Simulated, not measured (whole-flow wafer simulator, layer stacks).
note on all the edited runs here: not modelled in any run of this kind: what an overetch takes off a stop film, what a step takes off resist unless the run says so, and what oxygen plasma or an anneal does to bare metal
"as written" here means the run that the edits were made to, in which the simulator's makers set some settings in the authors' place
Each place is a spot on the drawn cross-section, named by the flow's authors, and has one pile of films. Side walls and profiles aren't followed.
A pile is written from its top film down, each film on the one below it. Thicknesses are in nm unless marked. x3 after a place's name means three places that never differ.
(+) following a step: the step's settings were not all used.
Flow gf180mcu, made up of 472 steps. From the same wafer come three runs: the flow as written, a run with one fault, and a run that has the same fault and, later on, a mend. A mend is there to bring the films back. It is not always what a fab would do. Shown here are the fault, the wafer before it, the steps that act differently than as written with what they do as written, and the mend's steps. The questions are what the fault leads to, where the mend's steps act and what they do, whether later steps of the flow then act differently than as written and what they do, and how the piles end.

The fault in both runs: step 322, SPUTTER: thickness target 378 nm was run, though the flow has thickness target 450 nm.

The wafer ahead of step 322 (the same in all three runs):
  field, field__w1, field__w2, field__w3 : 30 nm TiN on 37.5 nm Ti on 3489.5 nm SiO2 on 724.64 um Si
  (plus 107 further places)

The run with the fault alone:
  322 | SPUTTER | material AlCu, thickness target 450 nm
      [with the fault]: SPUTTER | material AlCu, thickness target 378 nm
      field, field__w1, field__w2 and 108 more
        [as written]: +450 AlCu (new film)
        [with the fault]: +378 AlCu (new film)
  Later steps of the flow acting differently than as written:
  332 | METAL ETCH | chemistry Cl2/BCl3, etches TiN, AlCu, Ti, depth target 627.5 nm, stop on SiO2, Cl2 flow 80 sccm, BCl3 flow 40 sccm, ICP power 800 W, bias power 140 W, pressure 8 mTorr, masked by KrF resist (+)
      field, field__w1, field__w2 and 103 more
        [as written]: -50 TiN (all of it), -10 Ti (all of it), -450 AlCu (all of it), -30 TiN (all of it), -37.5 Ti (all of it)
        [with the fault]: -50 TiN (all of it), -10 Ti (all of it), -378 AlCu (all of it), -30 TiN (all of it), -37.5 Ti (all of it)
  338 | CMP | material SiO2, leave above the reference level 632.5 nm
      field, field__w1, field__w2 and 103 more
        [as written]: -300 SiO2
        [with the fault]: -372 SiO2
  By the end, the piles at field__w8, contact, m1, m1__w1, m1_nw depart from the flow's by more than 2% or 0.5 nm, whichever is larger.
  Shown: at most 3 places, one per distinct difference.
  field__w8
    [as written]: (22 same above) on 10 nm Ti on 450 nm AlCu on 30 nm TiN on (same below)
    [with the fault]: (22 same above) on 10 nm Ti on 378 nm AlCu on 30 nm TiN on (same below)
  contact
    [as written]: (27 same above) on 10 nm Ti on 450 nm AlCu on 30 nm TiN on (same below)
    [with the fault]: (27 same above) on 10 nm Ti on 378 nm AlCu on 30 nm TiN on (same below)

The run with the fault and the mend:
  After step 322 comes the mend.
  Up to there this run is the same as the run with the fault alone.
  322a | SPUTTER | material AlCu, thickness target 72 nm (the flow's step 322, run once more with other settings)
      field, field__w1, field__w2 and 108 more
        +72 AlCu
  Later steps of the flow that are run all act as written at every place that is followed.
  By the end, the piles equal the flow's at every place that both follow.
